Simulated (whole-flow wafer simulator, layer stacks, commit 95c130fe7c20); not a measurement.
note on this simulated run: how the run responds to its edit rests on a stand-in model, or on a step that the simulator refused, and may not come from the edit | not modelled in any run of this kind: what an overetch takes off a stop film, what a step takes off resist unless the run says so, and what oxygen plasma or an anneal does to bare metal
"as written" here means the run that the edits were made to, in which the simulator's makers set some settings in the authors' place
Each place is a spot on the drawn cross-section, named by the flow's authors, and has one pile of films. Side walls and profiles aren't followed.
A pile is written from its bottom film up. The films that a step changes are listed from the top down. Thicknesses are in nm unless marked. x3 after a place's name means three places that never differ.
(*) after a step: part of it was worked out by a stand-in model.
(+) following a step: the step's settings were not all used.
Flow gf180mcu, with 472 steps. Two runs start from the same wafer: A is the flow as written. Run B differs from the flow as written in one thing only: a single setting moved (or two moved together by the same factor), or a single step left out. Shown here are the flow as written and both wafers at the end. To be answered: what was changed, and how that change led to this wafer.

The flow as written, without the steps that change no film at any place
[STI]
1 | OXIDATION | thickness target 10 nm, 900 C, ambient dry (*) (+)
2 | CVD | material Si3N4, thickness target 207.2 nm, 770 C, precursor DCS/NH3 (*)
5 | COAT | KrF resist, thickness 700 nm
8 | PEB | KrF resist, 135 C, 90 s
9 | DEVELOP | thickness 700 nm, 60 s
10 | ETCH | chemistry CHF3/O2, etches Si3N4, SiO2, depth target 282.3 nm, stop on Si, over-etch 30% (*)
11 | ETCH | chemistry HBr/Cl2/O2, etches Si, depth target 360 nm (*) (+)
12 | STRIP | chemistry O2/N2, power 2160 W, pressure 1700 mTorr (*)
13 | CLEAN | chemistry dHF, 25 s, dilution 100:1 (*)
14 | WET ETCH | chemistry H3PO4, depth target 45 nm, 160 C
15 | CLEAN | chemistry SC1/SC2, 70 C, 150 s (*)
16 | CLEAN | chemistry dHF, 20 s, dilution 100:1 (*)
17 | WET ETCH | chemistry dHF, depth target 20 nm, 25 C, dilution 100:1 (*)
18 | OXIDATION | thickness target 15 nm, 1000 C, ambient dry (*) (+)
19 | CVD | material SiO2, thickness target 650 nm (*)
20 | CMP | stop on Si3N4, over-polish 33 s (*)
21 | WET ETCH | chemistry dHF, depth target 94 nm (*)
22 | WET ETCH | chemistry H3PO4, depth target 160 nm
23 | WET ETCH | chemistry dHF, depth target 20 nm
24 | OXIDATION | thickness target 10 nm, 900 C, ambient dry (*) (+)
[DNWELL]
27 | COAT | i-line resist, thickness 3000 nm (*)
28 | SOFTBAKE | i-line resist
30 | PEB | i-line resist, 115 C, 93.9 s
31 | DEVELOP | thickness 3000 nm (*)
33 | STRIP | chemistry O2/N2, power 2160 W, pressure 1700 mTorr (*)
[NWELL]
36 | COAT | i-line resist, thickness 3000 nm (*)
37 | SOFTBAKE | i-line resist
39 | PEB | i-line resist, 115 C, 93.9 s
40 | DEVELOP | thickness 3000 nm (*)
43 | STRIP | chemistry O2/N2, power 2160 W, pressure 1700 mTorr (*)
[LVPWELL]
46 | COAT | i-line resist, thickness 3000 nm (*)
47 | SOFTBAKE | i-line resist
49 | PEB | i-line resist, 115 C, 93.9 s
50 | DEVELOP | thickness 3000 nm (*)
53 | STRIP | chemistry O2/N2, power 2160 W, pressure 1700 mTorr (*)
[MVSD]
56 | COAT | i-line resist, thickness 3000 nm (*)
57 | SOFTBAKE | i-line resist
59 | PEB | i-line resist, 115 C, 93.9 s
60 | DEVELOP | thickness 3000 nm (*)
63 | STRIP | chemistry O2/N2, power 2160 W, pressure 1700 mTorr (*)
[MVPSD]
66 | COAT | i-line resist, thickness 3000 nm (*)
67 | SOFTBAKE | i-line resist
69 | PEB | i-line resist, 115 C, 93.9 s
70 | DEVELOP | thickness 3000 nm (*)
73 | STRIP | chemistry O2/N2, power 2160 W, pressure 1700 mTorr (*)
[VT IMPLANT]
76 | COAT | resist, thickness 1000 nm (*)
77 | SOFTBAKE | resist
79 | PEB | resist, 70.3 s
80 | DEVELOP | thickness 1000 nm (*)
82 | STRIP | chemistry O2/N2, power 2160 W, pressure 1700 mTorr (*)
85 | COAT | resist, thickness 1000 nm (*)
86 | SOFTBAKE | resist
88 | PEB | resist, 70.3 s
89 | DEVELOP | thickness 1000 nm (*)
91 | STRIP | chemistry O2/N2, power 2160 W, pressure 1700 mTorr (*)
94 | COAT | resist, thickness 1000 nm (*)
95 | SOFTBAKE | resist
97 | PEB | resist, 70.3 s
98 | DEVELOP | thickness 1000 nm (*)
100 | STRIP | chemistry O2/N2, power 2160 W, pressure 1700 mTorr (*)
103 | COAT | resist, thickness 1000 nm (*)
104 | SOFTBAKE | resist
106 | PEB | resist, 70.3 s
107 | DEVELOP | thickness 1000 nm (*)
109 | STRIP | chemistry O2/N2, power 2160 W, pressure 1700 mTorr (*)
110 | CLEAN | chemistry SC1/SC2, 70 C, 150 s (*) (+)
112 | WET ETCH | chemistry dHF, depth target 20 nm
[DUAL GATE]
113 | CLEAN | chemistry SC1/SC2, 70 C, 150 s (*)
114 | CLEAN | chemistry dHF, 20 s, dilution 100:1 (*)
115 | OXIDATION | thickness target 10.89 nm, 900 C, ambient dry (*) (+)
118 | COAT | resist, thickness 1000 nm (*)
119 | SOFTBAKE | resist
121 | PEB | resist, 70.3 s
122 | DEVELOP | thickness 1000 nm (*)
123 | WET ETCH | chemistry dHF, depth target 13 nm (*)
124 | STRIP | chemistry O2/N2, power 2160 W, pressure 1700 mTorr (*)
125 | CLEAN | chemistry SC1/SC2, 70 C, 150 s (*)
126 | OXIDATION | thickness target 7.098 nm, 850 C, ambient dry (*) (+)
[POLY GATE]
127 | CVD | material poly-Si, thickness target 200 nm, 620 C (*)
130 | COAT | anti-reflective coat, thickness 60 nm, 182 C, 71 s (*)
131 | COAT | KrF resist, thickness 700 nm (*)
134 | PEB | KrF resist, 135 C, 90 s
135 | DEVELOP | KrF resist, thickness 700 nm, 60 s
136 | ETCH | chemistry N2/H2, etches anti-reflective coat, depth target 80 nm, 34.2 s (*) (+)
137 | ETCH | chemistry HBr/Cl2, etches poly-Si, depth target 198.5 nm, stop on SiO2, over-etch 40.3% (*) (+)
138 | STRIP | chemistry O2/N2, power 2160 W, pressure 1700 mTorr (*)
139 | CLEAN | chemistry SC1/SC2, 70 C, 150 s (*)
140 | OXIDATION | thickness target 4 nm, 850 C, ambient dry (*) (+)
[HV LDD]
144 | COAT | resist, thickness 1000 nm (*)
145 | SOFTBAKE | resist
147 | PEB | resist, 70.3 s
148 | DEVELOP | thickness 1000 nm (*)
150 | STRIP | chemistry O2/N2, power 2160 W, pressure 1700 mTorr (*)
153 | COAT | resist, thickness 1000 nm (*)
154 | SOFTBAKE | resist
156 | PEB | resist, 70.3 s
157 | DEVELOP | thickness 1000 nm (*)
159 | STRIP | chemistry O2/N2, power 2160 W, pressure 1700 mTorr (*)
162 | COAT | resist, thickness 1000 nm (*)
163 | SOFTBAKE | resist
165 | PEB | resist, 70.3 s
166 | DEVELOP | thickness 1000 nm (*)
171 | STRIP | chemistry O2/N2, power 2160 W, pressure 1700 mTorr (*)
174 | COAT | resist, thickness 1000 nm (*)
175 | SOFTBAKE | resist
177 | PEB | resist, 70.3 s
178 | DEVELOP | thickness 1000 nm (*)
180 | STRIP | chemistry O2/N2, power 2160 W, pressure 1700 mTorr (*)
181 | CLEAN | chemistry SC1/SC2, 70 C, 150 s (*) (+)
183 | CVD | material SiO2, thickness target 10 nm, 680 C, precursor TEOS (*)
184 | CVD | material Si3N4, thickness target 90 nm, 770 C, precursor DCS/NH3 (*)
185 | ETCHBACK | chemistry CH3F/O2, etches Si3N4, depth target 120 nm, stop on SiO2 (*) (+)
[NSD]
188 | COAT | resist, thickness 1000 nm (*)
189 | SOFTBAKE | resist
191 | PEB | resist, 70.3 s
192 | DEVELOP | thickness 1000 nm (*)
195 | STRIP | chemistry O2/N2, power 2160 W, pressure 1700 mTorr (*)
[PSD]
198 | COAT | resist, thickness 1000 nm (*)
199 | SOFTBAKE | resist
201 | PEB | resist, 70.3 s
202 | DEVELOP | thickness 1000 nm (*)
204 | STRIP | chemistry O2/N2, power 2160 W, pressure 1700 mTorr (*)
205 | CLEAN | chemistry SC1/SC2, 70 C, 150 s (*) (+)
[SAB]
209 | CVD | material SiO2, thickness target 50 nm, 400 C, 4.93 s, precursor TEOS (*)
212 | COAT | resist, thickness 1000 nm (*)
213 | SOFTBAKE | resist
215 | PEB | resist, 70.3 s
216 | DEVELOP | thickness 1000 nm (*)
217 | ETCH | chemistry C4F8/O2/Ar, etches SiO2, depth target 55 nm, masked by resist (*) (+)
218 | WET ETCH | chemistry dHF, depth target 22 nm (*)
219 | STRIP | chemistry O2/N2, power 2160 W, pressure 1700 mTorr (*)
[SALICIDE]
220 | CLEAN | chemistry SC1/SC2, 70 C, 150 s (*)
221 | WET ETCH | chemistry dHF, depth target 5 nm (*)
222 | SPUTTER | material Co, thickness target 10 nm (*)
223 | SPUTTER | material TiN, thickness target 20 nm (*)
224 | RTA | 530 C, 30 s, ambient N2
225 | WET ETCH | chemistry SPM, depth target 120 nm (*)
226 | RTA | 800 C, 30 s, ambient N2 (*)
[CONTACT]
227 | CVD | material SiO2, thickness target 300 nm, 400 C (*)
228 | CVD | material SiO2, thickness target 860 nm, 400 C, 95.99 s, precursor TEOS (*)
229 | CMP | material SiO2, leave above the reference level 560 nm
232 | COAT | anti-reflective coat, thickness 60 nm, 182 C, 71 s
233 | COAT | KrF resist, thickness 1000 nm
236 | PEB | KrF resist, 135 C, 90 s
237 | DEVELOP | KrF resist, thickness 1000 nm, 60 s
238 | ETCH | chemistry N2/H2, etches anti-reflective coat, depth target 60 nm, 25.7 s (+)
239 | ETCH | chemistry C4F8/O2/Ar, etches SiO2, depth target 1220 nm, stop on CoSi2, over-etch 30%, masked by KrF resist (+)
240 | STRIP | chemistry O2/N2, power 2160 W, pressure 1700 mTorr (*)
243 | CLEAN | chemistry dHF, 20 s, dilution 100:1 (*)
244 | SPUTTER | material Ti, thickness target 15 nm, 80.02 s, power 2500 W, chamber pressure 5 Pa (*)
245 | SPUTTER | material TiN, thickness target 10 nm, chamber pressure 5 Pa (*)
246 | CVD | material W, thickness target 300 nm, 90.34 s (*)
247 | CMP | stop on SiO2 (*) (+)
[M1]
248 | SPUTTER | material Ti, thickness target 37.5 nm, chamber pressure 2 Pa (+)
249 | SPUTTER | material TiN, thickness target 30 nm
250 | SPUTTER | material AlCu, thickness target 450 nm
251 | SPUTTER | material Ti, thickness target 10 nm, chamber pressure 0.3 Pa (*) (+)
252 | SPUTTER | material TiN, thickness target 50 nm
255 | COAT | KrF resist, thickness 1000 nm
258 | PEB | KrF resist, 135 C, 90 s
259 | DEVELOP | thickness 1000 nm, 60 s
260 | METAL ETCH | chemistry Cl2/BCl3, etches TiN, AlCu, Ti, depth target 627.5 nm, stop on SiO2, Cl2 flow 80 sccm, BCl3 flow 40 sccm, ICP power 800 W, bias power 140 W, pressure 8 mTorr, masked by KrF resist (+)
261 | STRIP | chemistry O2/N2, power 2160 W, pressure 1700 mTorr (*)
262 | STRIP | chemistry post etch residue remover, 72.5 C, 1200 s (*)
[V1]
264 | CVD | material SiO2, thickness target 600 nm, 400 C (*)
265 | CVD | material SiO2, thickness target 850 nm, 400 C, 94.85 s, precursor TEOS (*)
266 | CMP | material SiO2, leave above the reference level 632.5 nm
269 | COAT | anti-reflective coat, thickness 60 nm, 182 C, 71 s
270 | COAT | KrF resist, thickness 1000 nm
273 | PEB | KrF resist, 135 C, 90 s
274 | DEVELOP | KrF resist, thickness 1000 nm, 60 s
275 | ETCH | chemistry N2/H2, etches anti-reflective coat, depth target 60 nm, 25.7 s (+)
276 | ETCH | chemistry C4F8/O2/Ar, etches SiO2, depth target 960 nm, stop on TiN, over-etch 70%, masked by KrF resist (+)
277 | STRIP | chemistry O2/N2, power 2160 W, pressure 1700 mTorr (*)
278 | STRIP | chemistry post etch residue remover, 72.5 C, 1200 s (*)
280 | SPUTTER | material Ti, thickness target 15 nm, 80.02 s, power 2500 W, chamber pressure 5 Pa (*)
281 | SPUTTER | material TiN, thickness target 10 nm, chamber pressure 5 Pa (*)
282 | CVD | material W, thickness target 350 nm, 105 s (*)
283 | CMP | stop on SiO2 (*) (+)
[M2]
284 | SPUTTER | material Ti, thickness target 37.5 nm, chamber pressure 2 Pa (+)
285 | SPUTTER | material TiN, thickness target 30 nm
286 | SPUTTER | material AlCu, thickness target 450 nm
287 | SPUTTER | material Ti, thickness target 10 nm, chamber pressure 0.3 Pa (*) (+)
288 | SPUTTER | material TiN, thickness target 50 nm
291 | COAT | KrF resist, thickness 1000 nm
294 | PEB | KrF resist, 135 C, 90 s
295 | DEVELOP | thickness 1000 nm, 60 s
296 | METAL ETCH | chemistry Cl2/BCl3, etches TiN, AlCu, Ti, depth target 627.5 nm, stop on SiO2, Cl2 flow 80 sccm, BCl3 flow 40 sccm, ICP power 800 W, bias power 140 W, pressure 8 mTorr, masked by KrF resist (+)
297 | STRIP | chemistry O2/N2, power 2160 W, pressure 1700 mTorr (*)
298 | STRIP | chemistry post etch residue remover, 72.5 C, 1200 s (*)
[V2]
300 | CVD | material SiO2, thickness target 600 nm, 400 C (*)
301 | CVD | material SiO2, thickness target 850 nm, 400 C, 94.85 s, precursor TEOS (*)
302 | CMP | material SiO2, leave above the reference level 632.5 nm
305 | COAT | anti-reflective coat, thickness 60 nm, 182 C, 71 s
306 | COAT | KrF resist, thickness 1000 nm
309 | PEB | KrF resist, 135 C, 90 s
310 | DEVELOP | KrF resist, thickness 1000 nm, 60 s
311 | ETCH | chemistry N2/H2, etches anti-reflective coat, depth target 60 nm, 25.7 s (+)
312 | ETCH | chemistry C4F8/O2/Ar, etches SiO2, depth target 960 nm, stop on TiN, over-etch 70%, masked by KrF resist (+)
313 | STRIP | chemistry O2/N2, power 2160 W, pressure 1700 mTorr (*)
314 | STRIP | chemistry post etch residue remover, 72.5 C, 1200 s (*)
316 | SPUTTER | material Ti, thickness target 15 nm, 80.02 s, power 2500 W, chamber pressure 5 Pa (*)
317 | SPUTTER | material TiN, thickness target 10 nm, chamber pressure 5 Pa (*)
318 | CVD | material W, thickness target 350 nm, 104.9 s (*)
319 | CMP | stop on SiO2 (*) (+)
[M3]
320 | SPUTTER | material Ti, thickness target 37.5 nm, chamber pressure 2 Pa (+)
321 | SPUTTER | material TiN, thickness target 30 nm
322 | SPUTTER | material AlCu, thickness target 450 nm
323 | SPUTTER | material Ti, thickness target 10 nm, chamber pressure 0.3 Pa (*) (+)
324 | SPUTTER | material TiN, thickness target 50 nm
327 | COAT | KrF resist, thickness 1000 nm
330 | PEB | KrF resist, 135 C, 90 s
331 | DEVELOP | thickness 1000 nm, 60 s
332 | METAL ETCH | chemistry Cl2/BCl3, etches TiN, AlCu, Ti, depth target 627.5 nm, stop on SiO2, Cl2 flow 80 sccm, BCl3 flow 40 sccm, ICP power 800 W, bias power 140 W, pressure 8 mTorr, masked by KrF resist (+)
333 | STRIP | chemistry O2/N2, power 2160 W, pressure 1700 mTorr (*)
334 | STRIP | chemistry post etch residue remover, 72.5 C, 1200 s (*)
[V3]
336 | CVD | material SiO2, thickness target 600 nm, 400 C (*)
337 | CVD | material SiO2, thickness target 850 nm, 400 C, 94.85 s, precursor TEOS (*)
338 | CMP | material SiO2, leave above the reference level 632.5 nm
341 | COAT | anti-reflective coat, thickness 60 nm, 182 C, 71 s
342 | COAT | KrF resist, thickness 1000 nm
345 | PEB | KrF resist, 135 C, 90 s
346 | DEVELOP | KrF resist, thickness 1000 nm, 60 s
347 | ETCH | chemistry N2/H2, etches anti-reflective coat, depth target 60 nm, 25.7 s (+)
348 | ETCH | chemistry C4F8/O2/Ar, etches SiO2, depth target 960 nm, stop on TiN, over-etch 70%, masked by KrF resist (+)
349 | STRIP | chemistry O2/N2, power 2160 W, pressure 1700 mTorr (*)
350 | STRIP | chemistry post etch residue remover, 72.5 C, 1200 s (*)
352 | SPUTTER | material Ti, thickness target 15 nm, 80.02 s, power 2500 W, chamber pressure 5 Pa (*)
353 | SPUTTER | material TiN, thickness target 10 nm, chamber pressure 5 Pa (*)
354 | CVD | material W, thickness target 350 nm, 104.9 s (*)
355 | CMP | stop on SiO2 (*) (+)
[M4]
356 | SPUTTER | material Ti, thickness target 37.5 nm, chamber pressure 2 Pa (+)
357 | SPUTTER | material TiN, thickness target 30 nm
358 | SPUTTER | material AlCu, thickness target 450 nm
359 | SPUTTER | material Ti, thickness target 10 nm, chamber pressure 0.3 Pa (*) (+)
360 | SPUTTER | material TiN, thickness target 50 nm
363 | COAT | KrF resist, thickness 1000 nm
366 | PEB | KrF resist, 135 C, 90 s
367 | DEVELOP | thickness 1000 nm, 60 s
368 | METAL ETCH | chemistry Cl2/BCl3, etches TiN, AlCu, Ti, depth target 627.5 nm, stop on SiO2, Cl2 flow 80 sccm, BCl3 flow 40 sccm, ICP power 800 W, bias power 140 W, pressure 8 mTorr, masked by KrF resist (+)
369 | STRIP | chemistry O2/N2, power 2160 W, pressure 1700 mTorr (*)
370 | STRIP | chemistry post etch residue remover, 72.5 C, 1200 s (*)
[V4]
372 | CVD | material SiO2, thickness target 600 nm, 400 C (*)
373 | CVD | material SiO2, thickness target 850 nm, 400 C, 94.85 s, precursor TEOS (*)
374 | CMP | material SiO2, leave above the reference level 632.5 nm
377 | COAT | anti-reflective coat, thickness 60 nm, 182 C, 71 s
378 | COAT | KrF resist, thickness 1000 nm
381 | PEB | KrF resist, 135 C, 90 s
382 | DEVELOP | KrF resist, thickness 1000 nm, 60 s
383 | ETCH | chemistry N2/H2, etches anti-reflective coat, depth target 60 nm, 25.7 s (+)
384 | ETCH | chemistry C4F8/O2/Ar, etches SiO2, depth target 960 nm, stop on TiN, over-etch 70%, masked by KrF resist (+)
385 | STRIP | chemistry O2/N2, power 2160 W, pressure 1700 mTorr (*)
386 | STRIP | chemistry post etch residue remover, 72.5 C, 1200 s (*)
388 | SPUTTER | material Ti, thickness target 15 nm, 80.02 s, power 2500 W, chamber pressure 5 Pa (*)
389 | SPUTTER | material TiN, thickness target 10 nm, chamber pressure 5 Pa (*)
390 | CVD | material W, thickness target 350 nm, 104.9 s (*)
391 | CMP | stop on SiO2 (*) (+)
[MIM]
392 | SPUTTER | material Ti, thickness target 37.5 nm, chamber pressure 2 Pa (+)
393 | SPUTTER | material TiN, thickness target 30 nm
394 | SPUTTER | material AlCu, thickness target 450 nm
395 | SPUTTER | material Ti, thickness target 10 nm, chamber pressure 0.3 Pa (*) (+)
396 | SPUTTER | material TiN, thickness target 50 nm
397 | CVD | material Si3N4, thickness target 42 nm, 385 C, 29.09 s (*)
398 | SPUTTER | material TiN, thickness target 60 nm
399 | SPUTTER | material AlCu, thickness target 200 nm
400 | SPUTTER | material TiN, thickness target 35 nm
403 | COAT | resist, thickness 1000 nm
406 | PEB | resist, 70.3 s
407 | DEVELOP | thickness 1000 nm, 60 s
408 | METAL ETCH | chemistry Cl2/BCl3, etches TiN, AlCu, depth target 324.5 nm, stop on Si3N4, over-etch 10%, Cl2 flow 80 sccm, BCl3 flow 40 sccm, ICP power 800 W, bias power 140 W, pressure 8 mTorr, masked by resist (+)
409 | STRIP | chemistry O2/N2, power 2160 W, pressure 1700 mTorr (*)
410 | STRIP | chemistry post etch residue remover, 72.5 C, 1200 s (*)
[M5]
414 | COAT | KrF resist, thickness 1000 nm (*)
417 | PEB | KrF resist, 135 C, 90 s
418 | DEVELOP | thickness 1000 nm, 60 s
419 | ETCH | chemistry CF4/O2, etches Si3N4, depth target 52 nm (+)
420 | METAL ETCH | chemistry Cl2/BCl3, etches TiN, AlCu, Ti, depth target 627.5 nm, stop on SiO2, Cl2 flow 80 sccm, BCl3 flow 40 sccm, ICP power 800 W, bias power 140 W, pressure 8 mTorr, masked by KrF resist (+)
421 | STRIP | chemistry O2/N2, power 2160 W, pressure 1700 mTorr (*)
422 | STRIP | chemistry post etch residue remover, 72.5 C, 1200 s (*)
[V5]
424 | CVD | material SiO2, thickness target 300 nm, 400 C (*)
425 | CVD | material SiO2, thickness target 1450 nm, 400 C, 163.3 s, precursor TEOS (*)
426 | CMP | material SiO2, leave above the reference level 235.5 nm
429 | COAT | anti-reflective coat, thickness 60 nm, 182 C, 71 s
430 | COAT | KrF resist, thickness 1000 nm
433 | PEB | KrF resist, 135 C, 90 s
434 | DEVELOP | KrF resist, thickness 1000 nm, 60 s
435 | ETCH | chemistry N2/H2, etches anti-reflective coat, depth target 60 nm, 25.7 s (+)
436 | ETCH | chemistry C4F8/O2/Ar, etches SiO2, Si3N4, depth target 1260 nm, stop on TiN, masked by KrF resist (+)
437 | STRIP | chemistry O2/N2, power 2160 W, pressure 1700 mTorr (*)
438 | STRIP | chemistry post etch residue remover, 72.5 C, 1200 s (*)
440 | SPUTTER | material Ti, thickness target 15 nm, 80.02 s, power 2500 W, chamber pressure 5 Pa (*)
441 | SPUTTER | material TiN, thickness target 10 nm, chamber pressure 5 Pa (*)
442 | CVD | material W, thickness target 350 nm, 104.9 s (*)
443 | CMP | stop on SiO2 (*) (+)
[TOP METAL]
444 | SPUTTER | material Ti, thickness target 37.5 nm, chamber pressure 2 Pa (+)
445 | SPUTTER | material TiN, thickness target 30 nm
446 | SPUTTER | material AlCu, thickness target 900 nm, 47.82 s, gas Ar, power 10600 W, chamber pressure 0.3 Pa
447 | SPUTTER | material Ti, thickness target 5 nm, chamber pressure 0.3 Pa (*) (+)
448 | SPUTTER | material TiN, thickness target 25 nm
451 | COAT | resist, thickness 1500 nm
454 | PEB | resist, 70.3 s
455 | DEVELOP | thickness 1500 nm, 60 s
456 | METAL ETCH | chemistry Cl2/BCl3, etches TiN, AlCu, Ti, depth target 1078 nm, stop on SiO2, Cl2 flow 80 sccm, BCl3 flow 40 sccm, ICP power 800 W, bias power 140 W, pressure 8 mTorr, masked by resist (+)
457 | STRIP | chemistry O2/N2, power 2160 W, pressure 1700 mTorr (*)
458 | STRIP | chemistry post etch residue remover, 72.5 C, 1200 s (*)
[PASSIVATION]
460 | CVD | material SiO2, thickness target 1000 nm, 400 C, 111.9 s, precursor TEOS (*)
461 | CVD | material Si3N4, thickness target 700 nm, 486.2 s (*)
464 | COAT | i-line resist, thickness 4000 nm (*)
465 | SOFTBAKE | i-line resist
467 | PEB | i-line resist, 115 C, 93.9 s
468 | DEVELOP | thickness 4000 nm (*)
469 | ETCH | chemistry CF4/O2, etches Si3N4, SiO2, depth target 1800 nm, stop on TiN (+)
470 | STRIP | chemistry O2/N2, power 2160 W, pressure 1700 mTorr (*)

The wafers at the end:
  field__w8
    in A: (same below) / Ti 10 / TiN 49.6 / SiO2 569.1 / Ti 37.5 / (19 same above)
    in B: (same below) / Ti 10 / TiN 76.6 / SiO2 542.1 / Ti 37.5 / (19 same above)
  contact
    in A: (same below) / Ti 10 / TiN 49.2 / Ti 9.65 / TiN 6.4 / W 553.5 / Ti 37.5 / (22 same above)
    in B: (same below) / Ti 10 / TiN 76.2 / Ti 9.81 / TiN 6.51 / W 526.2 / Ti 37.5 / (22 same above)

Cause: step 324, SPUTTER: thickness target 77 nm was run, while the flow as written has thickness target 50 nm.

How this came from the change, step by step:
  324 | SPUTTER | material TiN, thickness target 50 nm
      field, field__w1, field__w2 and 108 more: A TiN gains 50 (new film) | B TiN gains 77 (new film)
  332 | METAL ETCH | chemistry Cl2/BCl3, etches TiN, AlCu, Ti, depth target 627.5 nm, stop on SiO2, Cl2 flow 80 sccm, BCl3 flow 40 sccm, ICP power 800 W, bias power 140 W, pressure 8 mTorr, masked by KrF resist (+)
      field, field__w1, field__w2 and 103 more: A TiN loses 50 (all of it), Ti loses 10 (all of it), AlCu loses 450 (all of it), TiN loses 30 (all of it), Ti loses 37.5 (all of it) | B TiN loses 77 (all of it), Ti loses 10 (all of it), AlCu loses 450 (all of it), TiN loses 30 (all of it), Ti loses 37.5 (all of it)
  338 | CMP | material SiO2, leave above the reference level 632.5 nm
      field__w8, contact, m1, m1__w1, m1_nw: A SiO2 loses 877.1 | B SiO2 loses 904.1
  348 | ETCH | chemistry C4F8/O2/Ar, etches SiO2, depth target 960 nm, stop on TiN, over-etch 70%, masked by KrF resist (+)
      field, field__w1, field__w2 and 107 more: A KrF resist loses 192 | B KrF resist loses 185.5
      contact: A SiO2 loses 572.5 (all of it) | B SiO2 loses 545.5 (all of it)
  354 | CVD | material W, thickness target 350 nm, 104.9 s (*)
      contact: A W gains 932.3 (new film) | B W gains 905 (new film)
